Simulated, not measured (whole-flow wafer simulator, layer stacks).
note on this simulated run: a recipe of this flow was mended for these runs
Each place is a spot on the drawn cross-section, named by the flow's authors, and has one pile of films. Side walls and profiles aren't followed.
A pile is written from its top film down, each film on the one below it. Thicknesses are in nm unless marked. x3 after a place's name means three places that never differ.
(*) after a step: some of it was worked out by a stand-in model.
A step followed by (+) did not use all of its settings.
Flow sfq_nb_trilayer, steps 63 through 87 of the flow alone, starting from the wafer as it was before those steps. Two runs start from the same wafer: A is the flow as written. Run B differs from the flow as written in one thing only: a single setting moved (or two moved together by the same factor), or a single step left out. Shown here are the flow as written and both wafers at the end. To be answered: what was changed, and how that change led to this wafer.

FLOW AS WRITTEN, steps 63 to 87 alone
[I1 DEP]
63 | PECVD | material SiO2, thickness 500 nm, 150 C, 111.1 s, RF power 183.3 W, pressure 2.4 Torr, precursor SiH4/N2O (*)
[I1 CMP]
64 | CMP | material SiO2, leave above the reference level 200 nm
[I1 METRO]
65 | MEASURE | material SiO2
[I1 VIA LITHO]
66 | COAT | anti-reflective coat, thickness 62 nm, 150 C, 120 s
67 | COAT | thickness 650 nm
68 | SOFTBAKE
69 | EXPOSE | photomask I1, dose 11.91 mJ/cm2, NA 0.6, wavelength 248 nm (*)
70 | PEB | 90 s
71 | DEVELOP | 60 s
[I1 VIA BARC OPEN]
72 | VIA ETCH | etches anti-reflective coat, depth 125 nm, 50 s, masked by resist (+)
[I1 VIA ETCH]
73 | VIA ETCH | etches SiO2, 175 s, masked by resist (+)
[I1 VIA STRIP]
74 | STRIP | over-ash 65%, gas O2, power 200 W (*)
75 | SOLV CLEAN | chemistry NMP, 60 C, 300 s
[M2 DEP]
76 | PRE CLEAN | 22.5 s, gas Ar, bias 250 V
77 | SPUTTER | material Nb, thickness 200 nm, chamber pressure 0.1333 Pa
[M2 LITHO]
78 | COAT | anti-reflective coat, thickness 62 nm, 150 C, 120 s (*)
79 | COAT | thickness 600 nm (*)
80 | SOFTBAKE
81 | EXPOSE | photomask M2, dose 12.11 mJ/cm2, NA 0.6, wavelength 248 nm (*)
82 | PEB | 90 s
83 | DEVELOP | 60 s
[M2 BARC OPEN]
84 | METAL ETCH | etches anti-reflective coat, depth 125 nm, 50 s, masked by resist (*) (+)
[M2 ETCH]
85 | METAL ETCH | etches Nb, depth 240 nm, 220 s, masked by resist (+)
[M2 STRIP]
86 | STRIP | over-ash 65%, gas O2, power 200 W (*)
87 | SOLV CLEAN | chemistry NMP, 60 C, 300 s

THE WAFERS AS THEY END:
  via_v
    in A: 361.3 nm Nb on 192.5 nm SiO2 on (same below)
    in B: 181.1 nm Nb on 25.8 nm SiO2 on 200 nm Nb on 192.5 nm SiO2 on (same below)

The reason: step 73, VIA ETCH: 112 s was run, whereas the flow has 175 s.

The path from the change to this, step by step:
  73 | VIA ETCH | etches SiO2, 175 s, masked by resist (+)
      via_v: A SiO2 loses 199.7 (all of it), Nb loses 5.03 | B SiO2 loses 166.4
      field_l, v_sur, via_wl and 102 more: A KrF-resist-other-grade loses 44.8 | B KrF-resist-other-grade loses 28.7
  74 | STRIP | over-ash 65%, gas O2, power 200 W (*)
      field_l, v_sur, via_wl and 102 more: A KrF-resist-other-grade loses 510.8 (all of it), anti-reflective coat loses 62 (all of it) | B KrF-resist-other-grade loses 527 (all of it), anti-reflective coat loses 62 (all of it)
  76 | PRE CLEAN | 22.5 s, gas Ar, bias 250 V
      via_v: A Nb loses 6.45 | B SiO2 loses 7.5
  77 | SPUTTER | material Nb, thickness 200 nm, chamber pressure 0.1333 Pa
      via_v: A Nb gains 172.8 | B Nb gains 181.1 (new film)
  78 | COAT | anti-reflective coat, thickness 62 nm, 150 C, 120 s (*)
      via_v: A anti-reflective coat gains 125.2 (new film) | B anti-reflective coat gains 115.4 (new film)
      wire: A anti-reflective coat gains 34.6 (new film) | B anti-reflective coat gains 33.9 (new film)
  79 | COAT | thickness 600 nm (*)
      via_v: A KrF-resist-other-grade gains 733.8 (new film) | B KrF-resist-other-grade gains 703.5 (new film)
  86 | STRIP | over-ash 65%, gas O2, power 200 W (*)
      via_v: A KrF-resist-other-grade loses 498 (all of it), anti-reflective coat loses 125.2 (all of it) | B KrF-resist-other-grade loses 467.8 (all of it), anti-reflective coat loses 115.4 (all of it)
      wire: A KrF-resist-other-grade loses 369.7 (all of it), anti-reflective coat loses 34.6 (all of it) | B KrF-resist-other-grade loses 373.5 (all of it), anti-reflective coat loses 33.9 (all of it)
With metal films that touch counted as one body, via_v has 3 bodies (between them, from the top down: SiO2 25.8; SiO2 192.5); the flow as written gives 2 bodies (between them, from the top down: SiO2 192.5).
